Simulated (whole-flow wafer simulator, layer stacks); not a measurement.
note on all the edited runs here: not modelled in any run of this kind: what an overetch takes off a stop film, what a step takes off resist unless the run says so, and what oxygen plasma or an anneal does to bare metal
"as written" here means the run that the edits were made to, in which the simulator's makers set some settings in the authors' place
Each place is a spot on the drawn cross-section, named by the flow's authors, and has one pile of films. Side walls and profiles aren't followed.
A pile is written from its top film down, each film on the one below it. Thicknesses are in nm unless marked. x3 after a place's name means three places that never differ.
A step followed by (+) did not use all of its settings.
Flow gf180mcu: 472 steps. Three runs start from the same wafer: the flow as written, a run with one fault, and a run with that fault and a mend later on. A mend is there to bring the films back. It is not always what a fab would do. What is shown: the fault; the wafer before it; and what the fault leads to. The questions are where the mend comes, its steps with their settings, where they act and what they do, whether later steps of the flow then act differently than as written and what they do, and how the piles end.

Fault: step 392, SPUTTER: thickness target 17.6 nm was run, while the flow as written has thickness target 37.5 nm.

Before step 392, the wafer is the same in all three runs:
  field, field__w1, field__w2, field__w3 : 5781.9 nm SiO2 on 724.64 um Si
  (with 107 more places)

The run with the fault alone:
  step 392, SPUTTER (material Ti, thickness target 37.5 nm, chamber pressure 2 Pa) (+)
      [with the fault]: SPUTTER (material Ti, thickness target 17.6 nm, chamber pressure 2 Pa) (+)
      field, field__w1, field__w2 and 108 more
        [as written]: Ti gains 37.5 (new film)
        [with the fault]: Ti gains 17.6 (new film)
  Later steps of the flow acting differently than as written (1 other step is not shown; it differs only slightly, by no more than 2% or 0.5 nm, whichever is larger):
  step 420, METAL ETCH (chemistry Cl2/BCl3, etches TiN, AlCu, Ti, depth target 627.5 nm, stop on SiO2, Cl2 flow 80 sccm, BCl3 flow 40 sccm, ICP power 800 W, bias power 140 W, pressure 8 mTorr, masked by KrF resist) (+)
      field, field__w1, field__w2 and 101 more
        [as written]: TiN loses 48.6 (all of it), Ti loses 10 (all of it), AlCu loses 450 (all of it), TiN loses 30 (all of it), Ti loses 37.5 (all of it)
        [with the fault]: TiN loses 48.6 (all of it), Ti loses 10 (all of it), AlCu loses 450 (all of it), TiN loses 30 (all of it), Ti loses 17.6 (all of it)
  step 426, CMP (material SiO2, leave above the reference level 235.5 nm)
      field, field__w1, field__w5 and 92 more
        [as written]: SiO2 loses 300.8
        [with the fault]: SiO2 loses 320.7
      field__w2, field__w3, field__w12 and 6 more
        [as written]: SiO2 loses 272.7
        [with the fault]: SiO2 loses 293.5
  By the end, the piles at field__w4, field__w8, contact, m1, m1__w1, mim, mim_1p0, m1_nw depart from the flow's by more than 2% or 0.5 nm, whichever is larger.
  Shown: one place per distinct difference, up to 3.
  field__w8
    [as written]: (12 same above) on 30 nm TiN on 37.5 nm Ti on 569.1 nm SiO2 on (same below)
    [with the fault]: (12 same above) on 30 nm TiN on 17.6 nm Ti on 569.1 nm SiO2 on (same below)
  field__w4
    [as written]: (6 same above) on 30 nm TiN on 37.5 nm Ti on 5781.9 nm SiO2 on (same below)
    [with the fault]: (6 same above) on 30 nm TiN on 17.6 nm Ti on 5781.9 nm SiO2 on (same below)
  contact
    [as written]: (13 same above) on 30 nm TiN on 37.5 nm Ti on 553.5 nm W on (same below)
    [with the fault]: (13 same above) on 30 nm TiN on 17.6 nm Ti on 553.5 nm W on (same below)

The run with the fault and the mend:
  The mend stands after step 392.
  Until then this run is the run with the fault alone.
  step 392a, SPUTTER (material Ti, thickness target 19.9 nm, chamber pressure 2 Pa) (+) (the flow's step 392 again, with other settings)
      field, field__w1, field__w2 and 108 more
        Ti gains 19.9
  None of the later steps of the flow acts differently than as written at any place that is followed.
  At every place that both follow, the piles at the end match the flow's.
